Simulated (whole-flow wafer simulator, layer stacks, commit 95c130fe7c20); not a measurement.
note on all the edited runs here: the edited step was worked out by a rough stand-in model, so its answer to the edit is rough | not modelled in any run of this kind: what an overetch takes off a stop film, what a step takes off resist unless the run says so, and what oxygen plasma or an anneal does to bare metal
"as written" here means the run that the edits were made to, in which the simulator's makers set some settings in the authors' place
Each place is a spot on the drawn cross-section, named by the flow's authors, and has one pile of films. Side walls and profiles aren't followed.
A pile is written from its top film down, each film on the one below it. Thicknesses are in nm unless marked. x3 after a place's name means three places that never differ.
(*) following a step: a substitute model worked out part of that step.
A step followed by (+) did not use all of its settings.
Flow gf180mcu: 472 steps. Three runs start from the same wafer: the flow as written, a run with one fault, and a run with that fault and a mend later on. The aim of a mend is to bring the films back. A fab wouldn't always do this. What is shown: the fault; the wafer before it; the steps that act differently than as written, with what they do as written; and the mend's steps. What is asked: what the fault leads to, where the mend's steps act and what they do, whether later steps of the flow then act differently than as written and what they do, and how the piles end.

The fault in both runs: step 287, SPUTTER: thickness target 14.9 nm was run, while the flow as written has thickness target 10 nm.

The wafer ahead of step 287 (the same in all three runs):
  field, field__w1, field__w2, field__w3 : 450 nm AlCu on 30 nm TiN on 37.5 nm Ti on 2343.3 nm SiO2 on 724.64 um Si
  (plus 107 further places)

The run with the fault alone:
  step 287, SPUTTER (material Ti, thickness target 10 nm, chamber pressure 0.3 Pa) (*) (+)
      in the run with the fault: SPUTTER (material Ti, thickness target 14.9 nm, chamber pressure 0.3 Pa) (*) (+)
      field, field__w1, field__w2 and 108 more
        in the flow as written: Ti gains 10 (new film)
        in the run with the fault: Ti gains 14.9 (new film)
  Later steps of the flow acting differently than as written (5 other steps are not shown; they differ only slightly, by no more than 2% or 0.5 nm, whichever is larger):
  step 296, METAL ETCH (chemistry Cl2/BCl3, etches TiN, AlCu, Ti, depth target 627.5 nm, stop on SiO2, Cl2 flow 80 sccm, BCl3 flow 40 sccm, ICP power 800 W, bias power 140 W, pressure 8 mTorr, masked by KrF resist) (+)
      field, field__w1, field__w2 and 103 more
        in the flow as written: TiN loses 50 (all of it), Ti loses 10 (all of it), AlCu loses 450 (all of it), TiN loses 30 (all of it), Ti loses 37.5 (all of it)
        in the run with the fault: TiN loses 50 (all of it), Ti loses 14.9 (all of it), AlCu loses 450 (all of it), TiN loses 30 (all of it), Ti loses 37.5 (all of it)
  The piles end different from the flow's at field__w8, contact, m1, m1__w1, m1_nw by more than 2% or 0.5 nm, whichever is larger.
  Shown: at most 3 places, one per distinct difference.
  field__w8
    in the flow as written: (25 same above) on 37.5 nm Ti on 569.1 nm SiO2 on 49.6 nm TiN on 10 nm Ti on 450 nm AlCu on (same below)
    in the run with the fault: (25 same above) on 37.5 nm Ti on 564.2 nm SiO2 on 49.6 nm TiN on 14.9 nm Ti on 450 nm AlCu on (same below)
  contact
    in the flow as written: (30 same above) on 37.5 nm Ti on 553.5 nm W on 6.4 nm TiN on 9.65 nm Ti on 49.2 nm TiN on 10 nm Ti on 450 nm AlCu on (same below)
    in the run with the fault: (30 same above) on 37.5 nm Ti on 548.6 nm W on 6.42 nm TiN on 9.68 nm Ti on 49.2 nm TiN on 14.9 nm Ti on 450 nm AlCu on (same below)

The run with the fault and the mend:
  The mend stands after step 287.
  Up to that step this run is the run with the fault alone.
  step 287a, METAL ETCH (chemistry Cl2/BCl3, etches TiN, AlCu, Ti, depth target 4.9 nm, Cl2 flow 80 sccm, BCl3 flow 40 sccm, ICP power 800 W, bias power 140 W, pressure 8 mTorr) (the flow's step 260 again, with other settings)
      field, field__w1, field__w2 and 108 more
        Ti loses 4.9
  Later steps of the flow that are run all act as written at every place that is followed.
  By the end, the piles equal the flow's at every place that both follow.
